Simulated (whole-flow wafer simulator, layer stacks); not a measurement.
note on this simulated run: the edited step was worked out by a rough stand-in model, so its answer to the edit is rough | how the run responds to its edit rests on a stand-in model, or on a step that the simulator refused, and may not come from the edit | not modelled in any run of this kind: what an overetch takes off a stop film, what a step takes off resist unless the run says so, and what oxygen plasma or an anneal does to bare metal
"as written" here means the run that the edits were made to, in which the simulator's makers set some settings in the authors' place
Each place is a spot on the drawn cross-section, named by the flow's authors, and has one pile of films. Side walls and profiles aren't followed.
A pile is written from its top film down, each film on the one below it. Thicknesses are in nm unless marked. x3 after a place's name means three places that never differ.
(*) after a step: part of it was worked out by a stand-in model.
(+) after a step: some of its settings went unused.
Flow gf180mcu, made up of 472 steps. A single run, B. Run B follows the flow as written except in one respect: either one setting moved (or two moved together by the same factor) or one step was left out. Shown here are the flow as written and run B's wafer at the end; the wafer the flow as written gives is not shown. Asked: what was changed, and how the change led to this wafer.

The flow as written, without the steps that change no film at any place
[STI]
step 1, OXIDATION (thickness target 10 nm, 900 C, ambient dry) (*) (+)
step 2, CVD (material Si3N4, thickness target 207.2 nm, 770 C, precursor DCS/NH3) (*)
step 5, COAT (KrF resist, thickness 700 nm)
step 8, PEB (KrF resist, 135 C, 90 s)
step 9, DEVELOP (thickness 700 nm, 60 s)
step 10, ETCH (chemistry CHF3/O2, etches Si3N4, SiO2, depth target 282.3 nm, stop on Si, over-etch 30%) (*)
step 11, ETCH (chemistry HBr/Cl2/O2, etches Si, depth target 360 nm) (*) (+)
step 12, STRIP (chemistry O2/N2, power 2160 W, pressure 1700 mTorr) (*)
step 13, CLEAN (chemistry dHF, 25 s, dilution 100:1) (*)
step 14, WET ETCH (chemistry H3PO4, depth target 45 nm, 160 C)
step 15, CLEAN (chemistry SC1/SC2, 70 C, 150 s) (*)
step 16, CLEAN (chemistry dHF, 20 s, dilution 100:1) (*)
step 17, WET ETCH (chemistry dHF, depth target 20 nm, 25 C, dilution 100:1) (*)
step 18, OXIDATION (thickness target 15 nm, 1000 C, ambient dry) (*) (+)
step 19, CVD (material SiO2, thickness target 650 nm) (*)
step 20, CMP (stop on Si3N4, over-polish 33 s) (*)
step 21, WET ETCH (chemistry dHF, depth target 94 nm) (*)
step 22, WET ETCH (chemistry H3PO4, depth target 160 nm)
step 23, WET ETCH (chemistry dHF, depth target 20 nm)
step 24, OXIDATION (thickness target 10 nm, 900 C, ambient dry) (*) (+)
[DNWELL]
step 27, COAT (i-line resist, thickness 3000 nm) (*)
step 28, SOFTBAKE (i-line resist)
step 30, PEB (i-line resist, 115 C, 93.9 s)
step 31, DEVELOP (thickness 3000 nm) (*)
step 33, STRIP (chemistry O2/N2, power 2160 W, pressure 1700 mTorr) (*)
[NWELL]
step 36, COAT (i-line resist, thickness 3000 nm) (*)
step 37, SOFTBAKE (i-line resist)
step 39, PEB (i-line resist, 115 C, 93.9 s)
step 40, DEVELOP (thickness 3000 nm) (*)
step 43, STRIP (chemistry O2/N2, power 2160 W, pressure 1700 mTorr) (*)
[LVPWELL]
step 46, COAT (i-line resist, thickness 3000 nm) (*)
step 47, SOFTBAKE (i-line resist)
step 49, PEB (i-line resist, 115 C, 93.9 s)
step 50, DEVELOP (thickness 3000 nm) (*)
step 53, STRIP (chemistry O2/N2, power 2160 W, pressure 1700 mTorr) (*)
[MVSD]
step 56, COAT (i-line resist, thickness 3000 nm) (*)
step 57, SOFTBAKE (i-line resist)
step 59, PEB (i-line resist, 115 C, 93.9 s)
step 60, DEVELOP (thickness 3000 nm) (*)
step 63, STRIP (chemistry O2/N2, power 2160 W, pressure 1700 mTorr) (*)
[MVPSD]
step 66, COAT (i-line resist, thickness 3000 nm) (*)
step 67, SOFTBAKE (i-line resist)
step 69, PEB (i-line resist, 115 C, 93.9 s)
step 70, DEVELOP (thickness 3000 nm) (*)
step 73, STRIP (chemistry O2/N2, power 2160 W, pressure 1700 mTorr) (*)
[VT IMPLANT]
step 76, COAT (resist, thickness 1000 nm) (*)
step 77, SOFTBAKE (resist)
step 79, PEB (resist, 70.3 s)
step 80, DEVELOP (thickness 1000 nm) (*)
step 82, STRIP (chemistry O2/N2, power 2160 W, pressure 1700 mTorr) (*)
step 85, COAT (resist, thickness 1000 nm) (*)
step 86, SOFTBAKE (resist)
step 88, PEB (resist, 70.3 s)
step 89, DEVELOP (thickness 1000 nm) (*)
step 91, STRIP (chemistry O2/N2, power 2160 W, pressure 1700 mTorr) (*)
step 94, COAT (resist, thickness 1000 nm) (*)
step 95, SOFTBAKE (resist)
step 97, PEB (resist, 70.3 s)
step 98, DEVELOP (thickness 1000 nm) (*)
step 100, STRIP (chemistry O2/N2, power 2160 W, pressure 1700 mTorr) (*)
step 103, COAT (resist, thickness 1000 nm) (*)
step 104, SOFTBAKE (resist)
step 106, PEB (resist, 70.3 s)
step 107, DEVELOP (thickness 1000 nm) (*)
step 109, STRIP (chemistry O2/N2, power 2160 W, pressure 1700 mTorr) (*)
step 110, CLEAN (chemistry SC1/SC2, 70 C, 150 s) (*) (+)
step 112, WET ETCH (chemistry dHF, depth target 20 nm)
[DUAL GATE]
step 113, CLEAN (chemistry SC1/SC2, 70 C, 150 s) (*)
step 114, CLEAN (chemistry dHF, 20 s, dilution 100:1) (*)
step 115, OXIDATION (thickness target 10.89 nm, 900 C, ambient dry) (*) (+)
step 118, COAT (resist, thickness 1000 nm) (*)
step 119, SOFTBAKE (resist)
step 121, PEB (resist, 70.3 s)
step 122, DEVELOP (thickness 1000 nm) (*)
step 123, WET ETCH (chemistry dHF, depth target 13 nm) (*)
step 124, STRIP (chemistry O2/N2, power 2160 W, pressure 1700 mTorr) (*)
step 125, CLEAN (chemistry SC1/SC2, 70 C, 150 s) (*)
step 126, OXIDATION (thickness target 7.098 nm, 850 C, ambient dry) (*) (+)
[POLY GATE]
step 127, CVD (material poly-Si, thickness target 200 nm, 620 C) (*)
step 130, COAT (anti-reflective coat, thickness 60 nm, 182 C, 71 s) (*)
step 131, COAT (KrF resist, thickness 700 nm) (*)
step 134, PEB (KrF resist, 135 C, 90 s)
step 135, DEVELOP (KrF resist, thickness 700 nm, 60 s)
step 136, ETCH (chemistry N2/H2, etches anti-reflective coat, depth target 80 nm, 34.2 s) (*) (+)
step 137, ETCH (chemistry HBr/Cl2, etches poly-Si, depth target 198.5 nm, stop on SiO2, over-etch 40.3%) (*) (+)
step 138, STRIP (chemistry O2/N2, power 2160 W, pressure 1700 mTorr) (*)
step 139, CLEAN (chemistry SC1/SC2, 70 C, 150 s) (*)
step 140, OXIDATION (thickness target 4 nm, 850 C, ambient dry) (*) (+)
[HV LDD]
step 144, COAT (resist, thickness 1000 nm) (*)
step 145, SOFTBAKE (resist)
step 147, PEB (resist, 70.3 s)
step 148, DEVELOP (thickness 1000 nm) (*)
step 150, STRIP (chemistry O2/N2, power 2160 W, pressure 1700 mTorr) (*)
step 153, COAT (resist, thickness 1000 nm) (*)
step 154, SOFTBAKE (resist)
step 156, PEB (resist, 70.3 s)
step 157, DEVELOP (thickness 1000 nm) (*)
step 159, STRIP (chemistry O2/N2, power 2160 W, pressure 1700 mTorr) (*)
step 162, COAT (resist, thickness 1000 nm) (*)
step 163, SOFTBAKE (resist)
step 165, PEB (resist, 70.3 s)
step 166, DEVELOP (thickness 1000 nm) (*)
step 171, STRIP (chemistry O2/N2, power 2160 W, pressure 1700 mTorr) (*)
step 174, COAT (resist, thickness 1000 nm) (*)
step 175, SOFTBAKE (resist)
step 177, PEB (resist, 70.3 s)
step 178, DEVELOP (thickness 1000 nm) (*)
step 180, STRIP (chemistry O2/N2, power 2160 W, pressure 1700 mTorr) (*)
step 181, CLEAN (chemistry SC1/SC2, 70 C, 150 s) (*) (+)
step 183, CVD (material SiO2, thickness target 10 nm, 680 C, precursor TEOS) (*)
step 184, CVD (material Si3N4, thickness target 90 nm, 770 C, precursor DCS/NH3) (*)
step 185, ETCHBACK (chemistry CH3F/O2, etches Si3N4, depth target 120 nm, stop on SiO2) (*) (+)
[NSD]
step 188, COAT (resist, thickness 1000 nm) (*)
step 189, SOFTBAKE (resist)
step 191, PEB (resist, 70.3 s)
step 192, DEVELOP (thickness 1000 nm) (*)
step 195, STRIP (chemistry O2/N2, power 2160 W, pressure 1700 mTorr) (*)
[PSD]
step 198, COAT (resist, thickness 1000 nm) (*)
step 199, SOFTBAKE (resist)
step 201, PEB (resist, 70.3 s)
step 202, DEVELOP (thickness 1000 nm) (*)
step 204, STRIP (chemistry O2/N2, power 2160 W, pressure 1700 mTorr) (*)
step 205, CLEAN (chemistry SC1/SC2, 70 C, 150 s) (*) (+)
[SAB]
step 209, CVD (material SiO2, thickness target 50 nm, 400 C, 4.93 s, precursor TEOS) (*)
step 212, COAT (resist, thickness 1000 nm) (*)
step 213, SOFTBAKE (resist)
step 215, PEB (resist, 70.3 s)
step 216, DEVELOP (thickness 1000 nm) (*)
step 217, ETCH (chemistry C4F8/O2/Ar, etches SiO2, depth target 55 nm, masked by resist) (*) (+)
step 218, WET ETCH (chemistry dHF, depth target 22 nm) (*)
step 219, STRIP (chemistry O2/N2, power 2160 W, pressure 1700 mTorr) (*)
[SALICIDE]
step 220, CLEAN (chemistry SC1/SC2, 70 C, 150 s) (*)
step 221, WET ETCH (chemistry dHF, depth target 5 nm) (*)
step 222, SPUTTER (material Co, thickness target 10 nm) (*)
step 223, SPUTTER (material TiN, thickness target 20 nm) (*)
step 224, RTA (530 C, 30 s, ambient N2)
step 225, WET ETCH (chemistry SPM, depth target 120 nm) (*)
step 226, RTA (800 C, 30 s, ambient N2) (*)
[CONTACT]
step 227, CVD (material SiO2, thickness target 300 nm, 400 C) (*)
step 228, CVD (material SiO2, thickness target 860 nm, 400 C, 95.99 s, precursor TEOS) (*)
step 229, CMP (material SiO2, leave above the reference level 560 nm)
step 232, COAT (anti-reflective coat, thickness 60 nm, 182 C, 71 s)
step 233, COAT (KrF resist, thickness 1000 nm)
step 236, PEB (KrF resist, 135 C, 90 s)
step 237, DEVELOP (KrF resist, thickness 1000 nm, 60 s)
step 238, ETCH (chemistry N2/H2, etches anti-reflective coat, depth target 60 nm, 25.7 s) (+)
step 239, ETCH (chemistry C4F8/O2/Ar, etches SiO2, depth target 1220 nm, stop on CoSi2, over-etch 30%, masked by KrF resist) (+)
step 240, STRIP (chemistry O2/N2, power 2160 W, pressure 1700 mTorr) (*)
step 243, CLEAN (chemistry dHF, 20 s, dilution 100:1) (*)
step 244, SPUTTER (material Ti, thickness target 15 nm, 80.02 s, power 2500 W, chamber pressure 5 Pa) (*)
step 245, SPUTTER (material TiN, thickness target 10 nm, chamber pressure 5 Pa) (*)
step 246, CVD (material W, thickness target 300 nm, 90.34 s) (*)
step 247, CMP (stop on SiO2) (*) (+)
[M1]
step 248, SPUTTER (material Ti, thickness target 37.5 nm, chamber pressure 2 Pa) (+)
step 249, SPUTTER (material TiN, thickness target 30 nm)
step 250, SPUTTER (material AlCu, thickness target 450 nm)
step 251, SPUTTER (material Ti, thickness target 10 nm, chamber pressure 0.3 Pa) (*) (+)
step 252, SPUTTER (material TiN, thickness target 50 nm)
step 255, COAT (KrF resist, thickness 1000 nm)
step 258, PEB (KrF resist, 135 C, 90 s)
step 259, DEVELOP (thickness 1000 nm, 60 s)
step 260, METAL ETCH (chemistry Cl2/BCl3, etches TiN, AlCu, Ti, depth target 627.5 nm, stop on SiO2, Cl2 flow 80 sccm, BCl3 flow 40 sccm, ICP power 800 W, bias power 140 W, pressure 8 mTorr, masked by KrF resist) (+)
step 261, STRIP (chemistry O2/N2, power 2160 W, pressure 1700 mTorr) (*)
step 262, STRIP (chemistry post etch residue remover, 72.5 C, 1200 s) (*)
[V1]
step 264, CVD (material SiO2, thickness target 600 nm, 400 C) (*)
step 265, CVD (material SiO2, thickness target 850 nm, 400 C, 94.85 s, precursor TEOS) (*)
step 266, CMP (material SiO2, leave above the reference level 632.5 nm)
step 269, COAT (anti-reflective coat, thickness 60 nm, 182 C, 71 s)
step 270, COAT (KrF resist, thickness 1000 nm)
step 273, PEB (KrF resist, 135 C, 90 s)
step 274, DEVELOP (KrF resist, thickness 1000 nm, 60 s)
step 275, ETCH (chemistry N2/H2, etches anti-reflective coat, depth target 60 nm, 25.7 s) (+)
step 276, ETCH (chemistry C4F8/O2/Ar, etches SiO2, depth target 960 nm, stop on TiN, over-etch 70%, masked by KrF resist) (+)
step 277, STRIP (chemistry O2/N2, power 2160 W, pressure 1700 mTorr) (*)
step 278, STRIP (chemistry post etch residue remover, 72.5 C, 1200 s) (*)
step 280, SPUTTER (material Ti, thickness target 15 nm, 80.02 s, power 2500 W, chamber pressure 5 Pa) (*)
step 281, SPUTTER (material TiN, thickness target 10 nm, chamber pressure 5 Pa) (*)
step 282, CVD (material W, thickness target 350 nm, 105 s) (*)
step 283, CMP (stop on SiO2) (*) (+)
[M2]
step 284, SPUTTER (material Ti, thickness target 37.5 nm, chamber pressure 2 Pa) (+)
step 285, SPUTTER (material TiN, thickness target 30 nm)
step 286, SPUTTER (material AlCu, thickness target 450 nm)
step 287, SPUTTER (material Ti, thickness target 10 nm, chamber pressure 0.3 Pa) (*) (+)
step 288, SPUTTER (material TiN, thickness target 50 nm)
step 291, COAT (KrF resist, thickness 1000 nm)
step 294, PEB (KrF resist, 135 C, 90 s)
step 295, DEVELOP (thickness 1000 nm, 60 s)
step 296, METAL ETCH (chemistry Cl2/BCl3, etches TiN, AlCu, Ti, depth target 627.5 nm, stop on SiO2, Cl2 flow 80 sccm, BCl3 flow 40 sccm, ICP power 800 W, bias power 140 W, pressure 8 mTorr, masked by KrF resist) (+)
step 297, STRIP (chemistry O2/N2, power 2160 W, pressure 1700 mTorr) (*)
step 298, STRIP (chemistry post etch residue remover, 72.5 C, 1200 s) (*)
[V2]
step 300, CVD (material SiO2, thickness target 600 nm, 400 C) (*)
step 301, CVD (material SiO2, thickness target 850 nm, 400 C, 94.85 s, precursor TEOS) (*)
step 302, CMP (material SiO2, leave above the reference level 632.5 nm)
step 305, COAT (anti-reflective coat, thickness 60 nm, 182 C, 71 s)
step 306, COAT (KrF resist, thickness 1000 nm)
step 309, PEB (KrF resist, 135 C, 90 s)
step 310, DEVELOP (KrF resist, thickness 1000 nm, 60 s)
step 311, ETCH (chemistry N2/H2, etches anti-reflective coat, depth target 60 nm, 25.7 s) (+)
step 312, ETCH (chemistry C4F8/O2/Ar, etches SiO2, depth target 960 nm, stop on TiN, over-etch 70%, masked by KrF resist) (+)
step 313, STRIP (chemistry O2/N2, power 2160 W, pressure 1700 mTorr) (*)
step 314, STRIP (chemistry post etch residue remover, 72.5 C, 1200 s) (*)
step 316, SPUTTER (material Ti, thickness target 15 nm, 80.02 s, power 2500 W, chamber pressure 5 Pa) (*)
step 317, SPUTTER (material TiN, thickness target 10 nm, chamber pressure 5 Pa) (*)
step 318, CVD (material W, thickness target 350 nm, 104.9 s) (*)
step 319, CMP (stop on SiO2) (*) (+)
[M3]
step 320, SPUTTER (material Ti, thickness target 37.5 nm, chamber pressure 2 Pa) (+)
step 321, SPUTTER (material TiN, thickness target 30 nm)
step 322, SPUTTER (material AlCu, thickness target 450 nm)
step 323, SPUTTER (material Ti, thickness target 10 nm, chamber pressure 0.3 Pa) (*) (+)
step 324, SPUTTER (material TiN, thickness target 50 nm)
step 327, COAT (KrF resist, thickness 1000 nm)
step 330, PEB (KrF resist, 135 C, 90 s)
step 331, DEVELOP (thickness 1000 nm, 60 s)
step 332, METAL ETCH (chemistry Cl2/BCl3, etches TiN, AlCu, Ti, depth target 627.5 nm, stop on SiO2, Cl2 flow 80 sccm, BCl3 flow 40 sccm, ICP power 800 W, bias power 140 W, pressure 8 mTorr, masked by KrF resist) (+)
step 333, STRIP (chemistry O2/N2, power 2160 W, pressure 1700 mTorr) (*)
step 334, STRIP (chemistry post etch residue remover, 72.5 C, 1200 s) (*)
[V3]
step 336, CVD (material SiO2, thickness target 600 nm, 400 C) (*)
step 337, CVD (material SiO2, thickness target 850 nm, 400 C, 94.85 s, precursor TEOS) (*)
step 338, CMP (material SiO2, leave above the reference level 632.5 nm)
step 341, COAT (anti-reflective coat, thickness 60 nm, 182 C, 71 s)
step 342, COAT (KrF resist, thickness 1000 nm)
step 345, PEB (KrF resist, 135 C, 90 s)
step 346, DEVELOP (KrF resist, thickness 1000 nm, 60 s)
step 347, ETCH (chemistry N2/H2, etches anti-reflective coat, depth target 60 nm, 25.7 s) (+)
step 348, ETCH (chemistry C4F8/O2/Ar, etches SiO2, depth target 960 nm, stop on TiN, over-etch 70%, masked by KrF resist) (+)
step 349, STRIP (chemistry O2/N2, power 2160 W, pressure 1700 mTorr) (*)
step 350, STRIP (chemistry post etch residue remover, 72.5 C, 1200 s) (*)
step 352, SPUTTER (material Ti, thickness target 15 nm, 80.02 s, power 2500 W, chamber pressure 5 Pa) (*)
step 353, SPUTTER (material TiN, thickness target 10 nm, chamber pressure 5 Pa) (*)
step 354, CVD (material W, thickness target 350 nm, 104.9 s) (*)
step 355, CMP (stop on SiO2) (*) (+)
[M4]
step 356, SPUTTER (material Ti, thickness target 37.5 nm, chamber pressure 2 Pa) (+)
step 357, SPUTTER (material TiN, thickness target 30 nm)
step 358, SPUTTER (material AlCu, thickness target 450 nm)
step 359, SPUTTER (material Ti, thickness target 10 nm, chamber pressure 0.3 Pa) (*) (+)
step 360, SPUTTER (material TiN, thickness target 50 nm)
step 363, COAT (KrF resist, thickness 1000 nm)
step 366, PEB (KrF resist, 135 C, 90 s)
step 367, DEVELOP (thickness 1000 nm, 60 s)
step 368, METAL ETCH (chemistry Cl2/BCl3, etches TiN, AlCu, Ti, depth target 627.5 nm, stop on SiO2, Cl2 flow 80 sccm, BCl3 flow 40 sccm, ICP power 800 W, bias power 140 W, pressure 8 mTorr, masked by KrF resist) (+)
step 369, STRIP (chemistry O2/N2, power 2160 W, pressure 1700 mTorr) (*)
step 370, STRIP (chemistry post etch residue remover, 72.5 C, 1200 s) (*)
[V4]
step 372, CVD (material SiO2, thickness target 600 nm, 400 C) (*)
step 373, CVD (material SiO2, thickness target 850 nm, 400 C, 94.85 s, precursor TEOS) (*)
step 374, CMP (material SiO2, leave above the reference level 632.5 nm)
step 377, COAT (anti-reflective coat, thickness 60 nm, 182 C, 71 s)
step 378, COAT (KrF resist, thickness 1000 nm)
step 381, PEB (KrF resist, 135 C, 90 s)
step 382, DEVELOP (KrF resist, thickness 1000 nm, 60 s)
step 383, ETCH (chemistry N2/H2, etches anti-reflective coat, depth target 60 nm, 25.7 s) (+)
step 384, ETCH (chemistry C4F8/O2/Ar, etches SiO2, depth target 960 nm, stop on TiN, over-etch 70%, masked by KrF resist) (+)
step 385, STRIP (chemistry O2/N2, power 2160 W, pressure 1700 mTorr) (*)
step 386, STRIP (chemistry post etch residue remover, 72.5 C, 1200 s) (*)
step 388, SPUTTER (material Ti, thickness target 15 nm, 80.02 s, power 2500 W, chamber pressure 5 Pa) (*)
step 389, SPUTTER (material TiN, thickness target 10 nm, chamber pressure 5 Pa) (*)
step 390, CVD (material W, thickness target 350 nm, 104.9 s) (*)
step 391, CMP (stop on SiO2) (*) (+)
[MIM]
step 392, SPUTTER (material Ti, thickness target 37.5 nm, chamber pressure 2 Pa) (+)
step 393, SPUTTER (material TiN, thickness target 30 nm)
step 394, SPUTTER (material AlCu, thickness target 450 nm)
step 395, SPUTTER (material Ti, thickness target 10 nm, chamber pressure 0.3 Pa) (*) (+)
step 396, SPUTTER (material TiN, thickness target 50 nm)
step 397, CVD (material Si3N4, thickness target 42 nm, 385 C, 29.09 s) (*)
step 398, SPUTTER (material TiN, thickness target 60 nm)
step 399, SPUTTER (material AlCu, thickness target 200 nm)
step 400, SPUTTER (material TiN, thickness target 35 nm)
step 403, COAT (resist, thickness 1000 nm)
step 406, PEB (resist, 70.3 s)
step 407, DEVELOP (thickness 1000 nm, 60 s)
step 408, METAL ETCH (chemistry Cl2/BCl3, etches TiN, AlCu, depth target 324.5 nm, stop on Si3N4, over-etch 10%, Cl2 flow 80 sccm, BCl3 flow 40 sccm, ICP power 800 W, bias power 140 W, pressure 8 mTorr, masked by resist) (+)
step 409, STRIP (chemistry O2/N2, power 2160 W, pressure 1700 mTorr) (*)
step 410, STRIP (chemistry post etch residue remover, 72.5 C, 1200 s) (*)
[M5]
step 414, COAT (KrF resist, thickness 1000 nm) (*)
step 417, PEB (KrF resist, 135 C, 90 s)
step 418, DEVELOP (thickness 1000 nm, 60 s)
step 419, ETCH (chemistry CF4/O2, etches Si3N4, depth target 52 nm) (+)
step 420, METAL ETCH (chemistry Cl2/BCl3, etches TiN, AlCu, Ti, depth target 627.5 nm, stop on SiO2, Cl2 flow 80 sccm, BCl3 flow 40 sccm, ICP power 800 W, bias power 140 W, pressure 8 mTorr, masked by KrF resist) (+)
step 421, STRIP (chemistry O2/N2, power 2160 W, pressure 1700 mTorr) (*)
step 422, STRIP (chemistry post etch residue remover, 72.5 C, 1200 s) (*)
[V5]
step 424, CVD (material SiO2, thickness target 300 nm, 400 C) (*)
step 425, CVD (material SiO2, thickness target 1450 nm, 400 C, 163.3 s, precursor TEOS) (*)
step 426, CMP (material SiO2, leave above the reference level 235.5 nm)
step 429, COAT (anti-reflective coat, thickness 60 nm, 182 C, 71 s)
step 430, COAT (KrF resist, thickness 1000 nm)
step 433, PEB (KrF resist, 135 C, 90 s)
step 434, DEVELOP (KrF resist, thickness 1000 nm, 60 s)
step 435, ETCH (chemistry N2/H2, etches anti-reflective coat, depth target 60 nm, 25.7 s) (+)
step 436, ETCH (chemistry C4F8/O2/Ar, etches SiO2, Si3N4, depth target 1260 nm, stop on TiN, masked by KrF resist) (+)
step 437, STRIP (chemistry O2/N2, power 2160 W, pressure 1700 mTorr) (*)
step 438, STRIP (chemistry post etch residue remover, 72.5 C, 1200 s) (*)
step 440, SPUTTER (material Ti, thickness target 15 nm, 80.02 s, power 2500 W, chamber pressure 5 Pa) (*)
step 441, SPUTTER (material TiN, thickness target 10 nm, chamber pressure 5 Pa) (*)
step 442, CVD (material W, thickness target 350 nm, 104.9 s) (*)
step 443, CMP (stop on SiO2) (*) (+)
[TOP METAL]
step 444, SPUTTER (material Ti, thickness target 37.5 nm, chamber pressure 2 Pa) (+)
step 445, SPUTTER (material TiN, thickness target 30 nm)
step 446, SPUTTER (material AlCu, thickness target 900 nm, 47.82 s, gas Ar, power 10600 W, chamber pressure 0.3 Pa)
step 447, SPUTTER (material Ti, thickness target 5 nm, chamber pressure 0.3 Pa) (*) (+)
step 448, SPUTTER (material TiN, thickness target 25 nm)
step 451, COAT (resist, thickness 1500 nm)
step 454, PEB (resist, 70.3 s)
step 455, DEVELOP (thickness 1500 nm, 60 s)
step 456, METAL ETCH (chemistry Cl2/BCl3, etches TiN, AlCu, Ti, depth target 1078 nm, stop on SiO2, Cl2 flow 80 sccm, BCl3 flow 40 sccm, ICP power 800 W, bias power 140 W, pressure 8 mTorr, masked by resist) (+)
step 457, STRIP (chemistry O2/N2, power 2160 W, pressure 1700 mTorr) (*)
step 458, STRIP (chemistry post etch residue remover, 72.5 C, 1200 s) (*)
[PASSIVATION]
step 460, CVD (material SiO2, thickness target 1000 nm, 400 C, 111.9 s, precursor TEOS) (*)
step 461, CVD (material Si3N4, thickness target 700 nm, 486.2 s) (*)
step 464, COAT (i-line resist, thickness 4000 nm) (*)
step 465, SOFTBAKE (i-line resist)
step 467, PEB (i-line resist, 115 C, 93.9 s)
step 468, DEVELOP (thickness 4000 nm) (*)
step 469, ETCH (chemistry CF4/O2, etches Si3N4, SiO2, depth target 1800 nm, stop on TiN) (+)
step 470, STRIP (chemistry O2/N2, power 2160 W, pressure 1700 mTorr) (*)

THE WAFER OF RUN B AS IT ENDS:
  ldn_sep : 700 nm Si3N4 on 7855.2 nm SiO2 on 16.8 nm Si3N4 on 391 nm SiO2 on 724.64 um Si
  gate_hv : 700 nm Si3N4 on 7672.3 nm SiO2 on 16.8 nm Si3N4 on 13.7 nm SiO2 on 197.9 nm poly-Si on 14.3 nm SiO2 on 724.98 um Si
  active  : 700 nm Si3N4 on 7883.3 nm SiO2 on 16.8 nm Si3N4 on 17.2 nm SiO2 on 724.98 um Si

The reason: step 184, CVD: thickness target 141 nm was run, while the flow as written has thickness target 90 nm.

How this came from the change, step by step:
  step 184, CVD (material Si3N4, thickness target 90 nm, 770 C, precursor DCS/NH3) (*)
      field, field__w1, field__w2 and 101 more: Si3N4 gains 141 (new film) (it would be, as written: Si3N4 gains 90 (new film))
  step 185, ETCHBACK (chemistry CH3F/O2, etches Si3N4, depth target 120 nm, stop on SiO2) (*) (+)
      field, field__w1, field__w2 and 100 more: Si3N4 loses 120 (it would be, as written: Si3N4 loses 90 (all of it), SiO2 loses 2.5)
  step 188, COAT (resist, thickness 1000 nm) (*)
      field__w9: resist gains 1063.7 (new film) (it would be, as written: resist gains 1041.8 (new film))
      spacer: resist gains 893.1 (new film) (it would be, as written: resist gains 920.2 (new film))
  step 189, SOFTBAKE (resist)
      field__w9: resist loses 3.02 (it would be, as written: resist gains 6.92)
      field__w11: resist loses 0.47 (it would be, as written: resist gains 0.14)
      (as well as at 30 more places)
  step 192, DEVELOP (thickness 1000 nm) (*)
      spacer: resist loses 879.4 (all of it) (it would be, as written: resist loses 905.9 (all of it))
  step 198, COAT (resist, thickness 1000 nm) (*)
      field__w9: resist gains 1063.7 (new film) (it would be, as written: resist gains 1041.8 (new film))
      spacer: resist gains 893.1 (new film) (it would be, as written: resist gains 920.2 (new film))
  step 199, SOFTBAKE (resist)
      field__w9: resist loses 3.02 (it would be, as written: resist gains 6.92)
      field__w11: resist loses 0.47 (it would be, as written: resist gains 0.14)
      (as well as at 32 more places)
  step 204, STRIP (chemistry O2/N2, power 2160 W, pressure 1700 mTorr) (*)
      spacer: resist loses 879.3 (all of it) (it would be, as written: resist loses 905.9 (all of it))
  step 205, CLEAN (chemistry SC1/SC2, 70 C, 150 s) (*) (+)
      field, field__w1, field__w2 and 105 more: Si3N4 loses 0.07 (it would be, as written: SiO2 loses 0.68)
  step 209, CVD (material SiO2, thickness target 50 nm, 400 C, 4.93 s, precursor TEOS) (*)
      field, field__w7, field__w8 and 73 more: SiO2 gains 50 (new film) (it would be, as written: SiO2 gains 50)
      field_sub, field_sub__w2, ld_drn_n, ld_sd_p: SiO2 gains 48.7 (new film) (it would be, as written: SiO2 gains 48.8)
      (as well as at 28 more places)
  step 212, COAT (resist, thickness 1000 nm) (*)
      spacer: resist gains 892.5 (new film) (it would be, as written: resist gains 919.4 (new film))
  step 213, SOFTBAKE (resist)
      npoly_sal: resist gains 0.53 (it would be, as written: resist loses 0.55)
      field__w1: resist gains 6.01 (it would be, as written: resist gains 5.43)
      (as well as at 21 more places)
  step 216, DEVELOP (thickness 1000 nm) (*)
      spacer: resist loses 878.8 (all of it) (it would be, as written: resist loses 905.1 (all of it))
  step 217, ETCH (chemistry C4F8/O2/Ar, etches SiO2, depth target 55 nm, masked by resist) (*) (+)
      field, field__w7, field__w8 and 70 more: SiO2 loses 50 (all of it), Si3N4 loses 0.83 (it would be, as written: SiO2 loses 55)
      field__w1, m1, nw_enc_fld_lv__w3: SiO2 loses 49.2 (all of it), Si3N4 loses 0.97 (it would be, as written: SiO2 loses 55)
      (as well as at 23 more places)
  step 218, WET ETCH (chemistry dHF, depth target 22 nm) (*)
      gate, gate_hv, gate_p and 23 more: Si3N4 loses 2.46 (it would be, as written: SiO2 loses 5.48 (all of it))
      field, field__w10, sti and 14 more: Si3N4 loses 2.46 (it would be, as written: SiO2 loses 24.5)
      (as well as at 56 more places)
  step 219, STRIP (chemistry O2/N2, power 2160 W, pressure 1700 mTorr) (*)
      gate, gate_hv, gate_p and 23 more: nothing (it would be, as written: chemical SiO2 gains 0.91 (new film), poly-Si loses 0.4)
      active, p_well, sd_n and 20 more: nothing (it would be, as written: chemical SiO2 gains 0.91 (new film), Si loses 0.4)
  ... 13 further steps ...
  step 471, ANNEAL (400 C, 1800 s, ambient N2/H2)
      polyc_n, polyc_p: under 9 films: void gains 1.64 (new film), Ti loses 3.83, TiSi first gains 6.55 (new film), poly-Si loses 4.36 (it would be, as written: nothing)
      contact: under 49 films: void gains 1.62 (new film), Ti loses 3.83, TiSi first gains 6.55 (new film), Si loses 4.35 (it would be, as written: nothing)
Taking metal films that touch as one body, gate_hv has 0 bodies; the flow as written gives 1 body.
Taking metal films that touch as one body, active has 0 bodies; the flow as written gives 1 body.
